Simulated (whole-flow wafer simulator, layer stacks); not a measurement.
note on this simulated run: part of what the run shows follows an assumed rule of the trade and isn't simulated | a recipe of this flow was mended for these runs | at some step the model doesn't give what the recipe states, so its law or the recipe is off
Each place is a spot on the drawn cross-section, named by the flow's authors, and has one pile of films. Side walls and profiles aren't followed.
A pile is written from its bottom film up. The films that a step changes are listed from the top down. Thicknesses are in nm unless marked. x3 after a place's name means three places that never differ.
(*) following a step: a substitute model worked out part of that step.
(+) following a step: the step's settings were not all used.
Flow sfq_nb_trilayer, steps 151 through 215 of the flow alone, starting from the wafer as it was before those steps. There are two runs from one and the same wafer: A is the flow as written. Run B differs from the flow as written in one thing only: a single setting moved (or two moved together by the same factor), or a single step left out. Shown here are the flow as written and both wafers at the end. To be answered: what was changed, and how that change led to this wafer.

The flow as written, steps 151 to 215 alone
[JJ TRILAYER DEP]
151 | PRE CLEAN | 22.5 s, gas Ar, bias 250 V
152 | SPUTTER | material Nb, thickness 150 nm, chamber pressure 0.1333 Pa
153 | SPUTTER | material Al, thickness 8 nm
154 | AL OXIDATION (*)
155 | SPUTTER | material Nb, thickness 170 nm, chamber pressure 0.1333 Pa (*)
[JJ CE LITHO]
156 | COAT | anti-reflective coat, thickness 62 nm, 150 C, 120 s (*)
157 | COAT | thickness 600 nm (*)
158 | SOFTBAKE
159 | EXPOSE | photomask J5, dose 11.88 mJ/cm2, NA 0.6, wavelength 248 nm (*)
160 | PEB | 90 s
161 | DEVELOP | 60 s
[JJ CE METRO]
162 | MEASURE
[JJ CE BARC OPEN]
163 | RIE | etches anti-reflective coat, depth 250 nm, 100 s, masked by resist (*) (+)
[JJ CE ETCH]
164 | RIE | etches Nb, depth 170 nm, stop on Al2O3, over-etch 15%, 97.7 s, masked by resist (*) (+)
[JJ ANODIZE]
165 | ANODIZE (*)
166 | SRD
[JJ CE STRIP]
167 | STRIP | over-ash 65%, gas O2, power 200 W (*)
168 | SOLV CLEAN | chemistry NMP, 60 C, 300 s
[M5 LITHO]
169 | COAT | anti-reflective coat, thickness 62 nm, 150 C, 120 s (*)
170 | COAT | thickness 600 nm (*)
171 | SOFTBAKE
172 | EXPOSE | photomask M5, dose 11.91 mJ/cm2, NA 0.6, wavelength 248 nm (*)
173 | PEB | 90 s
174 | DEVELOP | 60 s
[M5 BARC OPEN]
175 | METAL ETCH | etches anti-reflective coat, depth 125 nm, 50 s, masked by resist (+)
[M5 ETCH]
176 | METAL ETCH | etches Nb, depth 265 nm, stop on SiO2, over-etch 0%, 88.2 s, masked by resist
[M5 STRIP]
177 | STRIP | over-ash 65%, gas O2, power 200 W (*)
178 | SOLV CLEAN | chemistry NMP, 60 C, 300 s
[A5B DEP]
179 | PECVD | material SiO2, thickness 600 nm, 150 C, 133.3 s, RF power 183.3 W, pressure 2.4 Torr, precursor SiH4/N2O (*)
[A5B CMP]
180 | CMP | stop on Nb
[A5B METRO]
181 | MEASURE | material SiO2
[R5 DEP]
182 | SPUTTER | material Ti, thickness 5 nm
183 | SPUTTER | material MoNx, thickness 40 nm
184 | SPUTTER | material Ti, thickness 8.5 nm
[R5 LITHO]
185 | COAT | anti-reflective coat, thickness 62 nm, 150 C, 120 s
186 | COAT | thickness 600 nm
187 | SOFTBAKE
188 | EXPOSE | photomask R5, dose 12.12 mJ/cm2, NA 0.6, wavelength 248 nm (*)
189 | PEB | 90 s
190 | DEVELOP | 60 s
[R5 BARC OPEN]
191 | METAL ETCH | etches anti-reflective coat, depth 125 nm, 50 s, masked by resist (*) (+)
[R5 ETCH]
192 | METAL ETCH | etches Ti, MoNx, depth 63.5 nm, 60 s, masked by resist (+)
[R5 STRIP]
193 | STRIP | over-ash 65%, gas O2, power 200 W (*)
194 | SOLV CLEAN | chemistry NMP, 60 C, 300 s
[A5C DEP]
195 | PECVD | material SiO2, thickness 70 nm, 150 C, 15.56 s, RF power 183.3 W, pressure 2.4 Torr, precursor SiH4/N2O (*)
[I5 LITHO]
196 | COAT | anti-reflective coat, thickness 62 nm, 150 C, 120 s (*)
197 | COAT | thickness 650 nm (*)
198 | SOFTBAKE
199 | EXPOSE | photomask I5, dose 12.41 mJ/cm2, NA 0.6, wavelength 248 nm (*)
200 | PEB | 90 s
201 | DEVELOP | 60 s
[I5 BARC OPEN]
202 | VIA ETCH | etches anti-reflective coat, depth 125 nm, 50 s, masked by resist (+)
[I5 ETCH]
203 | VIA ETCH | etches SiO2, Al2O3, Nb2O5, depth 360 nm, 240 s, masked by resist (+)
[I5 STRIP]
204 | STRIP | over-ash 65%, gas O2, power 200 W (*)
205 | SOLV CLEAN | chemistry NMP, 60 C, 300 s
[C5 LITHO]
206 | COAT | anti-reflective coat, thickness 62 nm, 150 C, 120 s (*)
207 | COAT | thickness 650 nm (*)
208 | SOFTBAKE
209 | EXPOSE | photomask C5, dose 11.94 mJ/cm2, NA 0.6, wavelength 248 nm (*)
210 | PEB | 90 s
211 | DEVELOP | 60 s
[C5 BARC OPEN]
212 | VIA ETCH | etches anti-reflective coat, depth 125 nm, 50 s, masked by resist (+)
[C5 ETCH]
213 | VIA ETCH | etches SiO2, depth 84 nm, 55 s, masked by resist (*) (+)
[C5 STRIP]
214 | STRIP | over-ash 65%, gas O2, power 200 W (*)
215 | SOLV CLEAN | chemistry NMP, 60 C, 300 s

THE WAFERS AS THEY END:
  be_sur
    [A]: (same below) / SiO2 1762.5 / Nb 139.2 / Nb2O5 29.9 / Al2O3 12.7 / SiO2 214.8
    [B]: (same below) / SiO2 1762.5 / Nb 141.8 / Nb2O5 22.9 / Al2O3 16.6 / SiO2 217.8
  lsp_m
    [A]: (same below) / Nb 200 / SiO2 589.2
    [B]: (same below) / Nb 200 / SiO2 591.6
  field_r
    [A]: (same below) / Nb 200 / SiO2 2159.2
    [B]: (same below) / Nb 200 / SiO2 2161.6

Cause: step 153, SPUTTER: thickness 10.4 nm was run, though the flow has thickness 8 nm.

How this came from the change, step by step:
  153 | SPUTTER | material Al, thickness 8 nm
      field_l, v_sur, via_sp and 100 more: A Al gains 8 (new film) | B Al gains 10.4 (new film)
      via_wl, via_wr: A Al gains 5.13 (new film) | B Al gains 6.67 (new film)
      (and at 1 other place as well)
  165 | ANODIZE (*)
      field_l, v_sur, via_sp and 96 more: A Al2O3 gains 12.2, Nb2O5 gains 29.9 (new film), Al loses 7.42 (all of it), Nb loses 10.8 | B Al2O3 gains 16.2, Nb2O5 gains 22.9 (new film), Al loses 9.82 (all of it), Nb loses 8.23
      via_wl, via_wr: A Al2O3 gains 7.51 (new film), Nb2O5 gains 39.2 (new film), Al loses 4.55 (all of it), Nb loses 14.1 | B Al2O3 gains 10 (new film), Nb2O5 gains 34.7 (new film), Al loses 6.09 (all of it), Nb loses 12.5
      (and at 1 other place as well)
  169 | COAT | anti-reflective coat, thickness 62 nm, 150 C, 120 s (*)
      ce_l, ce_r: A anti-reflective coat gains 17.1 (new film) | B anti-reflective coat gains 16.2 (new film)
  176 | METAL ETCH | etches Nb, depth 265 nm, stop on SiO2, over-etch 0%, 88.2 s, masked by resist
      field_l, res, r_end and 47 more: A Al2O3 loses 12.6 (all of it), Nb2O5 loses 29.9 (all of it), Nb loses 139.2 (all of it), SiO2 loses 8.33 | B Al2O3 loses 16.5 (all of it), Nb2O5 loses 22.9 (all of it), Nb loses 141.8 (all of it), SiO2 loses 8.38
      r_sur, wl_a_m6: A Al2O3 loses 12.5 (all of it), Nb2O5 loses 29.9 (all of it), Nb loses 139.2 (all of it), SiO2 loses 8.33 | B Al2O3 loses 16.5 (all of it), Nb2O5 loses 22.9 (all of it), Nb loses 141.8 (all of it), SiO2 loses 8.39
      (and at 1 other place as well)
  177 | STRIP | over-ash 65%, gas O2, power 200 W (*)
      ce_l: A KrF-resist-other-grade loses 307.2 (all of it), anti-reflective coat loses 17.1 (all of it) | B KrF-resist-other-grade loses 306 (all of it), anti-reflective coat loses 16.2 (all of it)
      ce_r: A KrF-resist-other-grade loses 307.4 (all of it), anti-reflective coat loses 17.1 (all of it) | B KrF-resist-other-grade loses 306.2 (all of it), anti-reflective coat loses 16.2 (all of it)
  203 | VIA ETCH | etches SiO2, Al2O3, Nb2O5, depth 360 nm, 240 s, masked by resist (+)
      be: A SiO2 loses 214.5 (all of it), Al2O3 loses 12.7 (all of it), Nb2O5 loses 29.9 (all of it), Nb loses 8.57 | B SiO2 loses 217.5 (all of it), Al2O3 loses 16.6 (all of it), Nb2O5 loses 22.9 (all of it), Nb loses 8.58
